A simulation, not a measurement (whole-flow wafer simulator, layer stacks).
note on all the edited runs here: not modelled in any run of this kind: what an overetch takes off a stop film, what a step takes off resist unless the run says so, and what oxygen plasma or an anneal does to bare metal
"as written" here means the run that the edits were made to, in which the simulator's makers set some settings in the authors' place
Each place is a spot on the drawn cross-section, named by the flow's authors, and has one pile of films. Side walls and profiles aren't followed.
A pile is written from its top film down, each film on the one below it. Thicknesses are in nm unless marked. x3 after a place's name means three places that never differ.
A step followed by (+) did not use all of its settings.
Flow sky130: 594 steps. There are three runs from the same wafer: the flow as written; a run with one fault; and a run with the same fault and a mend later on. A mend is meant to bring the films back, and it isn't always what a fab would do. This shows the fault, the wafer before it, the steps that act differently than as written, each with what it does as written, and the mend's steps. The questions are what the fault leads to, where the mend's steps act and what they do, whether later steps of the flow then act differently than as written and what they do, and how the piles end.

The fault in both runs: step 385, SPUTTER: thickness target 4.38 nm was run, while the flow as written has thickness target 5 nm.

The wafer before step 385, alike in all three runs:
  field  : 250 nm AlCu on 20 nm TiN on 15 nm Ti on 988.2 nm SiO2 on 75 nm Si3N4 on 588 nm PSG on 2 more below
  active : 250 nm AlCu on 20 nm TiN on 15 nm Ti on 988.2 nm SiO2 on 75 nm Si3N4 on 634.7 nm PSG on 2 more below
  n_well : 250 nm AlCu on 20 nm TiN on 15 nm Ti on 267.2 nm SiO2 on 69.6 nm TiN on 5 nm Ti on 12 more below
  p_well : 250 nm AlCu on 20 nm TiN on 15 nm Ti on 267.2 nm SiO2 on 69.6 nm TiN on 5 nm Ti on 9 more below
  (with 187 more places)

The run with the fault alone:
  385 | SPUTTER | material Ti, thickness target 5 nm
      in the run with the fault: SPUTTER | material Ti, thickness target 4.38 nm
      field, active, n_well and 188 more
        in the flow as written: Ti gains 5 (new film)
        in the run with the fault: Ti gains 4.38 (new film)
  Steps further on in the flow that do not act as written (16 more steps, not shown, differ only slightly: by at most 2% or 0.5 nm, whichever is larger):
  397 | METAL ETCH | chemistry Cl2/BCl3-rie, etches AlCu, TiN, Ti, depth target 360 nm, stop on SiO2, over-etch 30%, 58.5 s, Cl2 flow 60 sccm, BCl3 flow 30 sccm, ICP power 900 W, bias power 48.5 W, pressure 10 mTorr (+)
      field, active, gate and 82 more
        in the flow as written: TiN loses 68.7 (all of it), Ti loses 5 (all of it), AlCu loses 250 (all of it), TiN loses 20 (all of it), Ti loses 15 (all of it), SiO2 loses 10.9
        in the run with the fault: TiN loses 68.7 (all of it), Ti loses 4.38 (all of it), AlCu loses 250 (all of it), TiN loses 20 (all of it), Ti loses 15 (all of it), SiO2 loses 11
  By the end, the piles at n_well, p_well, gate_hv and 103 more depart from the flow's by more than 2% or 0.5 nm, whichever is larger.
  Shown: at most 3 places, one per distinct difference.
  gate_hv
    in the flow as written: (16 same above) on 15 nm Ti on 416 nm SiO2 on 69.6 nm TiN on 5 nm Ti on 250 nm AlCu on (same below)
    in the run with the fault: (16 same above) on 15 nm Ti on 416.6 nm SiO2 on 69.6 nm TiN on 4.38 nm Ti on 250 nm AlCu on (same below)
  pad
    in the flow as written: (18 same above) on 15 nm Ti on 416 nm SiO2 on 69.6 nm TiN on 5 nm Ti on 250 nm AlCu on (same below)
    in the run with the fault: (18 same above) on 15 nm Ti on 416.6 nm SiO2 on 69.6 nm TiN on 4.38 nm Ti on 250 nm AlCu on (same below)
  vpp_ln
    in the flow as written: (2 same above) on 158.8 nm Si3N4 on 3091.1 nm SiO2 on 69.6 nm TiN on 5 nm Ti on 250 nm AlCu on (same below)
    in the run with the fault: (2 same above) on 158.8 nm Si3N4 on 3091.7 nm SiO2 on 69.6 nm TiN on 4.38 nm Ti on 250 nm AlCu on (same below)

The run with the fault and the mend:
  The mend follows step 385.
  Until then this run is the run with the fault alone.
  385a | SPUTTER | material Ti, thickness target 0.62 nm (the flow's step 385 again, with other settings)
      field, active, n_well and 188 more
        Ti gains 0.62
  Every later step of the flow that is run acts as written at every place that is followed.
  By the end, the piles equal the flow's at every place that both follow.
